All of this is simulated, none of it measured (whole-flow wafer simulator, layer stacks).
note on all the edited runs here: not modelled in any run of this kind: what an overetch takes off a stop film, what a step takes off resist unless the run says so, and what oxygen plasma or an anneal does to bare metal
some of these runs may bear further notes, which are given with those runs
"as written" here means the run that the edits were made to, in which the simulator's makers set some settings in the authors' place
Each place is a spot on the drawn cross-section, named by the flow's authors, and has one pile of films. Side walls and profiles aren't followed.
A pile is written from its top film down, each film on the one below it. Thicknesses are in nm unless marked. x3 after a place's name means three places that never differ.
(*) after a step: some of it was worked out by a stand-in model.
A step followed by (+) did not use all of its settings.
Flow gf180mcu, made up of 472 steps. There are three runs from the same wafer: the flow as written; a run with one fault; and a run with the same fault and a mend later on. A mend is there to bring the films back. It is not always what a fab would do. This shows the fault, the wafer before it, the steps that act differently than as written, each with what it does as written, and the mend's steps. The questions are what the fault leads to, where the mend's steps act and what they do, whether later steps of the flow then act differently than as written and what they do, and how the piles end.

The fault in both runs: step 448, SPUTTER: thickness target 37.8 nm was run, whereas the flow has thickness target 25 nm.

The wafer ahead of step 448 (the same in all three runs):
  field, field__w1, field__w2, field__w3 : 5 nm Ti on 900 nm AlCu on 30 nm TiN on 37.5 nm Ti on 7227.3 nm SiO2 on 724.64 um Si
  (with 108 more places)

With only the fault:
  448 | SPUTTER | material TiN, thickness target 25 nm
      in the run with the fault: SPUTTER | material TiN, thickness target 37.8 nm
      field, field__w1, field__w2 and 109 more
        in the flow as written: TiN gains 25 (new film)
        in the run with the fault: TiN gains 37.8 (new film)
  Later steps of the flow acting differently than as written (4 other steps are not shown; they differ only slightly, by no more than 2% or 0.5 nm, whichever is larger):
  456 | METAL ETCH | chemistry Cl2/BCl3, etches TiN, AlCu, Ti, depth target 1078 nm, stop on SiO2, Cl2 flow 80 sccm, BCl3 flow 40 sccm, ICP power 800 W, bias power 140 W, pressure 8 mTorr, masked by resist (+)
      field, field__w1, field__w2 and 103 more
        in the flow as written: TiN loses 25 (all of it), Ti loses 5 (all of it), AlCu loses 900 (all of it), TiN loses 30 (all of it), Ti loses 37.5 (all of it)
        in the run with the fault: TiN loses 37.8 (all of it), Ti loses 5 (all of it), AlCu loses 900 (all of it), TiN loses 30 (all of it), Ti loses 37.5 (all of it)
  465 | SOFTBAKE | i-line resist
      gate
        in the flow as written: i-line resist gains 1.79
        in the run with the fault: i-line resist loses 0.27
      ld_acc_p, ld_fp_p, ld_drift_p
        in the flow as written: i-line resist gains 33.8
        in the run with the fault: i-line resist gains 27.4
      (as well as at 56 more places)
  By the end, the piles at field__w8, contact, m1, m1__w1, pad, m1_nw depart from the flow's by more than 2% or 0.5 nm, whichever is larger.
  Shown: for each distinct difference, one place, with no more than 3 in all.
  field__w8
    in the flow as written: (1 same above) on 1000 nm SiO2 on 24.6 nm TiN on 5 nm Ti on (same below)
    in the run with the fault: (1 same above) on 1000 nm SiO2 on 37.4 nm TiN on 5 nm Ti on (same below)
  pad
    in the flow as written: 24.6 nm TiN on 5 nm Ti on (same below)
    in the run with the fault: 37.4 nm TiN on 5 nm Ti on (same below)

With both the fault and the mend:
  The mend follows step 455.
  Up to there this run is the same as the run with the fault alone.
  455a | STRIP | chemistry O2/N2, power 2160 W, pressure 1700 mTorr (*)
      field__w8, contact, m1, m1__w1, pad, m1_nw
        resist loses 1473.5 (all of it)
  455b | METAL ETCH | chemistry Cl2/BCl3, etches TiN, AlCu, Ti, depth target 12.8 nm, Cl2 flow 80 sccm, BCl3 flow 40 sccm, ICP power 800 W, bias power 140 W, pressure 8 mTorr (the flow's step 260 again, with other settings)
      field, field__w1, field__w2 and 109 more
        TiN loses 12.8
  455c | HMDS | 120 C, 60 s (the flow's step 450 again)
      alters no film at any place that is followed
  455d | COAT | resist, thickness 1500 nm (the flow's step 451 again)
      field, field__w1, field__w2 and 109 more
        resist gains 1500 (new film)
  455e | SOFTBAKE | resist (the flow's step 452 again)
      alters no film at any place that is followed
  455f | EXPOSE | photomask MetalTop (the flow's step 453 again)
      alters no film at any place that is followed
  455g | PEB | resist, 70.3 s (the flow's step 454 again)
      field, field__w1, field__w2 and 109 more
        resist loses 26.5
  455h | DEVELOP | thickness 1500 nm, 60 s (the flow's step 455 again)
      field, field__w1, field__w2 and 103 more
        resist loses 1473.5 (all of it)
  Later steps of the flow that are run all act as written at every place that is followed.
  The piles end the same as the flow's at every place that both follow.
